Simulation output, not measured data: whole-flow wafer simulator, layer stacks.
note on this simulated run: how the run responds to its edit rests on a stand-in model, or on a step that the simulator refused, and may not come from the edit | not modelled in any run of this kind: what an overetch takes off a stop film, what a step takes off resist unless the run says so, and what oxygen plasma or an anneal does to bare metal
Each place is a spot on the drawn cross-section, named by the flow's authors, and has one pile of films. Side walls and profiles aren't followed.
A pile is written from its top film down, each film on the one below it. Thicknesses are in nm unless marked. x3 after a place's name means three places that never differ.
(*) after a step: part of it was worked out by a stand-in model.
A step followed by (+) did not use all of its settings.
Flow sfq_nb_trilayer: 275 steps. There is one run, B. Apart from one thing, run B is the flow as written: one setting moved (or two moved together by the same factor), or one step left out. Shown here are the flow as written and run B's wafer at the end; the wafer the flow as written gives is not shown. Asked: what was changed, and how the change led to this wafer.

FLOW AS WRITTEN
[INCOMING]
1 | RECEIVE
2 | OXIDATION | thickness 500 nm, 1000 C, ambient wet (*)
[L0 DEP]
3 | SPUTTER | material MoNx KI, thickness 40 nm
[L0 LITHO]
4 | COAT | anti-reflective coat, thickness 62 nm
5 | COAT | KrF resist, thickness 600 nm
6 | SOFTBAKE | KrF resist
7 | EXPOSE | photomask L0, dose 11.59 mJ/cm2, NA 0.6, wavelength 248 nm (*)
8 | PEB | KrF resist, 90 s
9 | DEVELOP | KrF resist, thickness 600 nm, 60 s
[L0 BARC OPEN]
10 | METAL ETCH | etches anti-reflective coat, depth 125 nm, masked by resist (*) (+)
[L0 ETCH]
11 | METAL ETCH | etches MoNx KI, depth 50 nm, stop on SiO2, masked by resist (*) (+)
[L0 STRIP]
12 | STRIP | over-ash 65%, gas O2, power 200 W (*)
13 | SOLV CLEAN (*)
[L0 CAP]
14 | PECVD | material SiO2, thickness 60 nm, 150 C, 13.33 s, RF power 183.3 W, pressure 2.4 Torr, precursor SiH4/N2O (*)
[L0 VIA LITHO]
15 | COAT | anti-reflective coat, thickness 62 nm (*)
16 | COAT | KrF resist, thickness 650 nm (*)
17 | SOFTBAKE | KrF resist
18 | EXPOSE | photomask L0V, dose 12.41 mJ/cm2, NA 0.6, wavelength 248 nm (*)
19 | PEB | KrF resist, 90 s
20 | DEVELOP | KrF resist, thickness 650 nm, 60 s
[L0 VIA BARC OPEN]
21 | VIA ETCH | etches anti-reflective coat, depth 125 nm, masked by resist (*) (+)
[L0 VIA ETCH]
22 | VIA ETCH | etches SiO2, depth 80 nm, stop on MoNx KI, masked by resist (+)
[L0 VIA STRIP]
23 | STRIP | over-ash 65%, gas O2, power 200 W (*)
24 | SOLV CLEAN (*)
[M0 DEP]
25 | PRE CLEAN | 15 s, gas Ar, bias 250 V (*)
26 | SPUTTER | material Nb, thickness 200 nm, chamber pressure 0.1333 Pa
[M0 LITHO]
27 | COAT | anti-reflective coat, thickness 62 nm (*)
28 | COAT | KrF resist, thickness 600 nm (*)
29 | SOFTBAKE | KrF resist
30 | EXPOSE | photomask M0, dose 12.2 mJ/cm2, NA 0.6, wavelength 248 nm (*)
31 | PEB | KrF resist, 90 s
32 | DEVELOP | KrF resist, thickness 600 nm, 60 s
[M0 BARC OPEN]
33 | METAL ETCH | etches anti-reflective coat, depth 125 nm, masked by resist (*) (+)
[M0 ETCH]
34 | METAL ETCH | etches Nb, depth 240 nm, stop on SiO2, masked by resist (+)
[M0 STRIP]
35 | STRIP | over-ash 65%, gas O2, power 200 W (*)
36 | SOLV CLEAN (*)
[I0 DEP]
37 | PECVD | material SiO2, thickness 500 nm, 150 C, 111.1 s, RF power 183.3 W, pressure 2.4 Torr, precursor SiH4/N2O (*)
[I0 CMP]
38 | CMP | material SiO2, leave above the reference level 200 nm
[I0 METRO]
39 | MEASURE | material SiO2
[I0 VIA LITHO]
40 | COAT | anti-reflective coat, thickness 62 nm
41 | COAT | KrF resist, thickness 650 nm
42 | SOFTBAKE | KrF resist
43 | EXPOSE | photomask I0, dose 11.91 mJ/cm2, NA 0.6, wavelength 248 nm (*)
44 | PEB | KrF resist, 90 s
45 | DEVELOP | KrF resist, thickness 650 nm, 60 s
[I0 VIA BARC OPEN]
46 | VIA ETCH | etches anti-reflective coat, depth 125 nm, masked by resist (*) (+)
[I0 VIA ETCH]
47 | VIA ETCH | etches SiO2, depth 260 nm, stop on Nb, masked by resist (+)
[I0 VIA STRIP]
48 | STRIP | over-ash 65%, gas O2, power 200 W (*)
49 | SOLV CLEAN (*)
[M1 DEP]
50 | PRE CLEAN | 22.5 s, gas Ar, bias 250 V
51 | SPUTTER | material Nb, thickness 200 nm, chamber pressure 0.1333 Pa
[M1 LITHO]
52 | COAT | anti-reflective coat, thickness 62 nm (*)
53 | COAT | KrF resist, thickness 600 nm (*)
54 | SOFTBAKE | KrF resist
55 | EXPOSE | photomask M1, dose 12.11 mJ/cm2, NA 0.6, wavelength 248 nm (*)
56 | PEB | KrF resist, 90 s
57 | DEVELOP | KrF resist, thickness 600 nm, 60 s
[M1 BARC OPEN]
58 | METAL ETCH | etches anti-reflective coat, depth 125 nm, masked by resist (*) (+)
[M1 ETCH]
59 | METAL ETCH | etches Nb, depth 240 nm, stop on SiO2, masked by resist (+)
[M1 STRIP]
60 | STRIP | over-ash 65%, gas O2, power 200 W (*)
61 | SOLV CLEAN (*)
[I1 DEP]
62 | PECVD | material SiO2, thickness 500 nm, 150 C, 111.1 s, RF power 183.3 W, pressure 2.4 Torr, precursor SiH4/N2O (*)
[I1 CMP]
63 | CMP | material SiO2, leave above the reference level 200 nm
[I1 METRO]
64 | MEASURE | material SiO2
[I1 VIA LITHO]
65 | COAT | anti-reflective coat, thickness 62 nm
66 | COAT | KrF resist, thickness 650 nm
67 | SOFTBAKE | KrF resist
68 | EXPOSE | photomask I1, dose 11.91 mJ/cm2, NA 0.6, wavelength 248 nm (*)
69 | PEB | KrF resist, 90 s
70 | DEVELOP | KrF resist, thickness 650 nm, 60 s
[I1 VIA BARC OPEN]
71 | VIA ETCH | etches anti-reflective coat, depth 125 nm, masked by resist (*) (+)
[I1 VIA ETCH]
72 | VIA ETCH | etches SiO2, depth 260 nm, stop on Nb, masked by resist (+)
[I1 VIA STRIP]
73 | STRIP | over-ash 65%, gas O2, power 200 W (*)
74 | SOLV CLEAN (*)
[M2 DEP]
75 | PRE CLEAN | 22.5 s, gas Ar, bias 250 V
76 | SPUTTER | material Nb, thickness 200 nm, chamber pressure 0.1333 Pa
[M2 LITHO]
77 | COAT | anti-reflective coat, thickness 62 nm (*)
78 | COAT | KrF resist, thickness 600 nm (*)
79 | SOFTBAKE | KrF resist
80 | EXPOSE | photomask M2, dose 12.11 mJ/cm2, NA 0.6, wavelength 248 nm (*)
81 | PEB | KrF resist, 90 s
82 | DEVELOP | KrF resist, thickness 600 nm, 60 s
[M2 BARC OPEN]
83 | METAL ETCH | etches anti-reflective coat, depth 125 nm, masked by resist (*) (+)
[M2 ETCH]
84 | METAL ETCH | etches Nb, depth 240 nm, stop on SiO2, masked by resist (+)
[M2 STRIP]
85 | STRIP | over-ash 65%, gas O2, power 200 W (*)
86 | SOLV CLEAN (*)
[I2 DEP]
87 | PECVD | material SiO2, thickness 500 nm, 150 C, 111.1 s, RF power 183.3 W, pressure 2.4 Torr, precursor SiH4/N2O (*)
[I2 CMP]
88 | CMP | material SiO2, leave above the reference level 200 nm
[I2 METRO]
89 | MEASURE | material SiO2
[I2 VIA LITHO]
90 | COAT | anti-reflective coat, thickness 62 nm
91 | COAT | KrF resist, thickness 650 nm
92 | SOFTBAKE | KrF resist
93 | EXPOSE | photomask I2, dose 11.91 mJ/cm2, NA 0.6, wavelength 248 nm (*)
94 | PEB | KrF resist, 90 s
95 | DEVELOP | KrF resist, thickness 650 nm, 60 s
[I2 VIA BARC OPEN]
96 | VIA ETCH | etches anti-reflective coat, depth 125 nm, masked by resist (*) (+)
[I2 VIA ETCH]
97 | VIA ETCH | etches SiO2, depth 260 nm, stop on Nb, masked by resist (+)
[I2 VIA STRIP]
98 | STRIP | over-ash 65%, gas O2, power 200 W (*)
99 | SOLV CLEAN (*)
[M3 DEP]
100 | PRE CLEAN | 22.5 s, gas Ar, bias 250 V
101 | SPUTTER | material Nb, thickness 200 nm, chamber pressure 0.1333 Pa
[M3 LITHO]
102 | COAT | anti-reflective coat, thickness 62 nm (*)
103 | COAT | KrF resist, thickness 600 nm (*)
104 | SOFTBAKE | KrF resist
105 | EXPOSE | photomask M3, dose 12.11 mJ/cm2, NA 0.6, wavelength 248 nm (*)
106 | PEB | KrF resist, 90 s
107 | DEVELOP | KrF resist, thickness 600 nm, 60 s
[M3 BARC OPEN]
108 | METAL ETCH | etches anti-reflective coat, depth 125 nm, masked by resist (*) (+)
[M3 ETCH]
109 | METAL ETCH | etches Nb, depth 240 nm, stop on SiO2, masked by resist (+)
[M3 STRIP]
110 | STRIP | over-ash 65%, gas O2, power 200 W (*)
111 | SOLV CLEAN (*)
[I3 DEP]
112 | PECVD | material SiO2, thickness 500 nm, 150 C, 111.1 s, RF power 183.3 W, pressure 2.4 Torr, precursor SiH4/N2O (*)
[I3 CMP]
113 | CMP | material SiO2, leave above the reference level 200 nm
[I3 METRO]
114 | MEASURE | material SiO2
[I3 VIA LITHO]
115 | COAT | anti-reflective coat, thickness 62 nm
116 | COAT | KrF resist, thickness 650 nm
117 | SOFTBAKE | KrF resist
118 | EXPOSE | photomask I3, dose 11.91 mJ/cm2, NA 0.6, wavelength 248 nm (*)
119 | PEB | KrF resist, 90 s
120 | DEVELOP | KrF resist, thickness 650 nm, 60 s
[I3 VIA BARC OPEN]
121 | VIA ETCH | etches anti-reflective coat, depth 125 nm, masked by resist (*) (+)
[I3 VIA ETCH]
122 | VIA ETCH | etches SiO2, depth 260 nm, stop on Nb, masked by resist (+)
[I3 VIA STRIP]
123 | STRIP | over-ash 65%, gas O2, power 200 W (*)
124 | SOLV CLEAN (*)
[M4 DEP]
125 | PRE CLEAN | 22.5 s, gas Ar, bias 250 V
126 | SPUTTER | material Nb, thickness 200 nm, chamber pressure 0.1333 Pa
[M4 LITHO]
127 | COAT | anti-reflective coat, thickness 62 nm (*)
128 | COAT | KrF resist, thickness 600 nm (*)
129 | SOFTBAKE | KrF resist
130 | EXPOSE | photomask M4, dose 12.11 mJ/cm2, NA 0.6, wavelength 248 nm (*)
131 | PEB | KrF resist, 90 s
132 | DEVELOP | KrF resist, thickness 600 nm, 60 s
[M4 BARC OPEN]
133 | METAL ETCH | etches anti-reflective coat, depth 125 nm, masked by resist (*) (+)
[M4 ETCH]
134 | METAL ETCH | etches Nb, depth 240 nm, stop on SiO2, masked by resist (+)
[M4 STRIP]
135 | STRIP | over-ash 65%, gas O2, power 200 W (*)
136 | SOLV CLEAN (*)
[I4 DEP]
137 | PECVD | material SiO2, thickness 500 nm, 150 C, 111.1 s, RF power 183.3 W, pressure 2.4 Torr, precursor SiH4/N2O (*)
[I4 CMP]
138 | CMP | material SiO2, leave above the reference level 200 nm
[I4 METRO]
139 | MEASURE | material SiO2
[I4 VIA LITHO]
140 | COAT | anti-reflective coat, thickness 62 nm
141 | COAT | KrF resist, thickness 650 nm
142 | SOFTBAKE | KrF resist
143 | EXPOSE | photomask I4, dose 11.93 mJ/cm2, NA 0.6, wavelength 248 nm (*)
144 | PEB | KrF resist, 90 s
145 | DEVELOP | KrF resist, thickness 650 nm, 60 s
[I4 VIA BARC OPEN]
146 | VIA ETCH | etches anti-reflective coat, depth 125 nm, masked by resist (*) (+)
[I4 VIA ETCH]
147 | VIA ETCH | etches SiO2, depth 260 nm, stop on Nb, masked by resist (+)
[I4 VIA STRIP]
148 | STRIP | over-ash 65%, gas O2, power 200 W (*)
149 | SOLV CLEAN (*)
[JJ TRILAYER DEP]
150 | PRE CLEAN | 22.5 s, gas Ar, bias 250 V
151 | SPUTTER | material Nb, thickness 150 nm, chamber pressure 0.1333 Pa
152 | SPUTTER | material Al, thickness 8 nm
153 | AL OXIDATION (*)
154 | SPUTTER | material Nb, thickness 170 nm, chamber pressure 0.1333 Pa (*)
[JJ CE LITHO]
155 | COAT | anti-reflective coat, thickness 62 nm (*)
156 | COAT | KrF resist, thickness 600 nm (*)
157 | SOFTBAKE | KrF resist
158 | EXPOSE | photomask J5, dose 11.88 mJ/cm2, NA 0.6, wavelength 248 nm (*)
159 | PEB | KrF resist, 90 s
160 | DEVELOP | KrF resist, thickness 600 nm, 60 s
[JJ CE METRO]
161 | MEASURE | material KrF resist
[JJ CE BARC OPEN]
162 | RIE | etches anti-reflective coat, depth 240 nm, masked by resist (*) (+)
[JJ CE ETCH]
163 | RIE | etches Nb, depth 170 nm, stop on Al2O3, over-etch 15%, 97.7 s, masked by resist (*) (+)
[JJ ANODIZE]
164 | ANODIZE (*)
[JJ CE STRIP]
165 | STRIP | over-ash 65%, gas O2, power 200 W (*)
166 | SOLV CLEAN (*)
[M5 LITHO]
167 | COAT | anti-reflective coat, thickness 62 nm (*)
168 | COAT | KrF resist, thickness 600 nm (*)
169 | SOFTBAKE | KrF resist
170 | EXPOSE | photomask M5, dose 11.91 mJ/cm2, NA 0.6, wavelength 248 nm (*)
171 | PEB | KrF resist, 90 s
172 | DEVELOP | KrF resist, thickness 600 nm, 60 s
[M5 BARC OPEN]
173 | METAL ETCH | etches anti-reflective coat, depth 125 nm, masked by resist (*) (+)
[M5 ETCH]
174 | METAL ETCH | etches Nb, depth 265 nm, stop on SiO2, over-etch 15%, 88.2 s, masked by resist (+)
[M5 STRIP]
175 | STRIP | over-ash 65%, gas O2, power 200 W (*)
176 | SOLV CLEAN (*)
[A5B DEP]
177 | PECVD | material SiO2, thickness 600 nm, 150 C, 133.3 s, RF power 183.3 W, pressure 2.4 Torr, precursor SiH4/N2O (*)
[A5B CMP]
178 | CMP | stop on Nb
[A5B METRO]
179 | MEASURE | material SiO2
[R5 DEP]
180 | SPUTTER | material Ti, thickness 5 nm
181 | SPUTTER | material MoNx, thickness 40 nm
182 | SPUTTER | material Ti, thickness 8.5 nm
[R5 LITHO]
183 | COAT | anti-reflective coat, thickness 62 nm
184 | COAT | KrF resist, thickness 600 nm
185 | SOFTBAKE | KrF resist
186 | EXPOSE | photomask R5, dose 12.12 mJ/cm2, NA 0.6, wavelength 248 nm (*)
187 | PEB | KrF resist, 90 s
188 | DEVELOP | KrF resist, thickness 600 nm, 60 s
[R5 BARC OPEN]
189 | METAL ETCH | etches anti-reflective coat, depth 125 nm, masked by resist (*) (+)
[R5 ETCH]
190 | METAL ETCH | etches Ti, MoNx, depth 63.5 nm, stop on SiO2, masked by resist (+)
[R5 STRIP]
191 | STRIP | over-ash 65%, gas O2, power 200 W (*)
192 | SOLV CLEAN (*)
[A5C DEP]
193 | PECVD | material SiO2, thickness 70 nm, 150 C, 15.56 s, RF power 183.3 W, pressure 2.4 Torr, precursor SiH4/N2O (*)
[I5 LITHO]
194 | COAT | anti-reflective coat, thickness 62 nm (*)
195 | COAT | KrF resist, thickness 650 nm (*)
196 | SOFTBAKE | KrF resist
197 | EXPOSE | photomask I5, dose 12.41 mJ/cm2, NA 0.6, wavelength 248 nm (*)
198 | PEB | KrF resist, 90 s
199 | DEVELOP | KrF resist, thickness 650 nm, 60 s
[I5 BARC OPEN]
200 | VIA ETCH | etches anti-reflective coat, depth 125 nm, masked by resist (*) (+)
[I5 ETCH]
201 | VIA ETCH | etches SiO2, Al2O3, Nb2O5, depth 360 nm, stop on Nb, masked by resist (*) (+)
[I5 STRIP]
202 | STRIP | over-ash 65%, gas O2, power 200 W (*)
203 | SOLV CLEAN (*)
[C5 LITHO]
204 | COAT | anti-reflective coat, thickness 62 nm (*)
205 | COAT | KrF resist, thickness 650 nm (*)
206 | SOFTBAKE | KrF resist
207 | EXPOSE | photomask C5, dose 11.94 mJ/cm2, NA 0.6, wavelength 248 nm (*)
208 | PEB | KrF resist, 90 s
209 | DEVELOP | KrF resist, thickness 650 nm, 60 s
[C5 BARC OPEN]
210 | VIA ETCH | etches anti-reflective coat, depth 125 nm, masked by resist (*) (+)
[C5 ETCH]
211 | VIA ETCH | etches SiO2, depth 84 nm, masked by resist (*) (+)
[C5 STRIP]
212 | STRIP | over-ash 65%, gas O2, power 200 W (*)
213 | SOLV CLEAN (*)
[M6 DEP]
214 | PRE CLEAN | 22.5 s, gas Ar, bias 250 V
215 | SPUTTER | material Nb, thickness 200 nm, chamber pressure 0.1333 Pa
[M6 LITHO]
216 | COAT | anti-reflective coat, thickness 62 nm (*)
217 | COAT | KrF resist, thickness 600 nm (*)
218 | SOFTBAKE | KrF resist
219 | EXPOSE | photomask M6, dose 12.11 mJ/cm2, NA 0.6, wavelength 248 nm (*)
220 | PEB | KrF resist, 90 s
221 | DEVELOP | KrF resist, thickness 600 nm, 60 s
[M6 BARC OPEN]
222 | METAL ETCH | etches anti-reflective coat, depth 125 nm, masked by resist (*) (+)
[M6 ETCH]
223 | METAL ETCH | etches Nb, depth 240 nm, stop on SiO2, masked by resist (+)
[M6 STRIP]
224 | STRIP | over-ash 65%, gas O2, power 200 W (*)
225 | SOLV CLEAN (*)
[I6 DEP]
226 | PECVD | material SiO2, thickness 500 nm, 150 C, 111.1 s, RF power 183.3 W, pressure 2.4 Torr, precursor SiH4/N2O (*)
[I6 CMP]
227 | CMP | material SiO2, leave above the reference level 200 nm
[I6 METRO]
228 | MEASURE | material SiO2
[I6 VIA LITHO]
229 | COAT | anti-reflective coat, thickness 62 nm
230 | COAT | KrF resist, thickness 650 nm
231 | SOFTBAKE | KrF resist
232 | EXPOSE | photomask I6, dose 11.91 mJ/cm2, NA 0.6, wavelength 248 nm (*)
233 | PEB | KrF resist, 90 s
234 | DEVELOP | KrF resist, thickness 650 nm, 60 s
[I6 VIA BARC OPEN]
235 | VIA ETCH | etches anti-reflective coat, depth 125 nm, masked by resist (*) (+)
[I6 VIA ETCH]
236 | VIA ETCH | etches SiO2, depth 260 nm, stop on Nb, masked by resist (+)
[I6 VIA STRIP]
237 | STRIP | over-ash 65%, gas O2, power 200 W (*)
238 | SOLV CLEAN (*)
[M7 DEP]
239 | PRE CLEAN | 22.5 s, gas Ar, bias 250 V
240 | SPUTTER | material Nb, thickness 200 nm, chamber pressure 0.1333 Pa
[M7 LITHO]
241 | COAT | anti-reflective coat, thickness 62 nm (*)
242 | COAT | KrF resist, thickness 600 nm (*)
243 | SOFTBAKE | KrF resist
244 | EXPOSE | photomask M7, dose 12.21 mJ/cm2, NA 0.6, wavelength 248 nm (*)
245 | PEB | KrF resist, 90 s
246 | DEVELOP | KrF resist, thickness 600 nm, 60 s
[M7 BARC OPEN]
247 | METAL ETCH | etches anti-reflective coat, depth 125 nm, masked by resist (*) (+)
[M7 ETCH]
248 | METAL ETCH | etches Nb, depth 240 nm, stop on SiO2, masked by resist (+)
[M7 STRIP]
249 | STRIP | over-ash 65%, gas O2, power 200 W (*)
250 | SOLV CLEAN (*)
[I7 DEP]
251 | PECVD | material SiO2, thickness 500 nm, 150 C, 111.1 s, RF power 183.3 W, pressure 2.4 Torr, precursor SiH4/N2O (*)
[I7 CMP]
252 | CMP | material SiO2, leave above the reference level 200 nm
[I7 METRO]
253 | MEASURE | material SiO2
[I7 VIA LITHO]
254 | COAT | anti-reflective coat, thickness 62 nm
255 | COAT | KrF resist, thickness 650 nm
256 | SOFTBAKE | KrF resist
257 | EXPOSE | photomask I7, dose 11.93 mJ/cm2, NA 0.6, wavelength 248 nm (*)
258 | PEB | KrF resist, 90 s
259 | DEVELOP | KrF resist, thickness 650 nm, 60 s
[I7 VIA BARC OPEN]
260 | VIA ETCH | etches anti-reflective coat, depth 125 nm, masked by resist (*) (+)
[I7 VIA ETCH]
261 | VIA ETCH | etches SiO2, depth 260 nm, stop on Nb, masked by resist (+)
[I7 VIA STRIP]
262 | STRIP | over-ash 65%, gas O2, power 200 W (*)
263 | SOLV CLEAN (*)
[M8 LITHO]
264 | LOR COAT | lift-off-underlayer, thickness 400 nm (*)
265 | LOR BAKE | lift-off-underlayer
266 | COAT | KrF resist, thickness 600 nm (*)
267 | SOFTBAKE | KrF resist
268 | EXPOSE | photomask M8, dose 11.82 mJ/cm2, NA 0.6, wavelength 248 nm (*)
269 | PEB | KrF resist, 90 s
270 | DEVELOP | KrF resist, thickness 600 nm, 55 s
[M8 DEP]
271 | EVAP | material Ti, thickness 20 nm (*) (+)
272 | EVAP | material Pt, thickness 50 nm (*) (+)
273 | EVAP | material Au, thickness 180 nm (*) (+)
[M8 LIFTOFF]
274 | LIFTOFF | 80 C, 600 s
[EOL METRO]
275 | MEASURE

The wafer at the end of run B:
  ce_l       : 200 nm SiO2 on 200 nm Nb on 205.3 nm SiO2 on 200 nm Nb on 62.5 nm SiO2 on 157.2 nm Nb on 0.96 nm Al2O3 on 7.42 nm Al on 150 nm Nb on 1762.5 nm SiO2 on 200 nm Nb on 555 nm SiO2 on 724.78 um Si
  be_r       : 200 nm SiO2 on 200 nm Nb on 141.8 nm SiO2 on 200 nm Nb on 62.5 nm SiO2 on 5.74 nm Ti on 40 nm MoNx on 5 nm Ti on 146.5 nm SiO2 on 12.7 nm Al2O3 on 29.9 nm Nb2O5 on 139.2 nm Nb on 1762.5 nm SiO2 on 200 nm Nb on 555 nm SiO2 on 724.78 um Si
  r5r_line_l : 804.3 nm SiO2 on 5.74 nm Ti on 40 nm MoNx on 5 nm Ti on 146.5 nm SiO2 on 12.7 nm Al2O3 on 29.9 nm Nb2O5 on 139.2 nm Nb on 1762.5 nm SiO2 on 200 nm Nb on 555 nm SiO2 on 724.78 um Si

What caused this: step 182, SPUTTER: thickness 5.74 nm was run, whereas the flow has thickness 8.5 nm.
The wafer itself shows it: be_r has Ti 5.74, and step 182 as written asks for 8.5 nm.

The path from the change to this, step by step:
  182 | SPUTTER | material Ti, thickness 8.5 nm
      field_l, v_sur, via_wl and 103 more: +5.74 Ti (new film) (in the flow as written it would be: +8.5 Ti (new film))
  190 | METAL ETCH | etches Ti, MoNx, depth 63.5 nm, stop on SiO2, masked by resist (+)
      field_l, v_sur, via_wl and 92 more: -5.74 Ti (all of it), -40 MoNx (all of it), -5 Ti (all of it) (in the flow as written it would be: -8.5 Ti (all of it), -40 MoNx (all of it), -5 Ti (all of it))
      ce_l, c5j, ce_r, wl_jj: -5.74 Ti (all of it), -40 MoNx (all of it), -5 Ti (all of it), -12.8 Nb (in the flow as written it would be: -8.5 Ti (all of it), -40 MoNx (all of it), -5 Ti (all of it), -10 Nb)
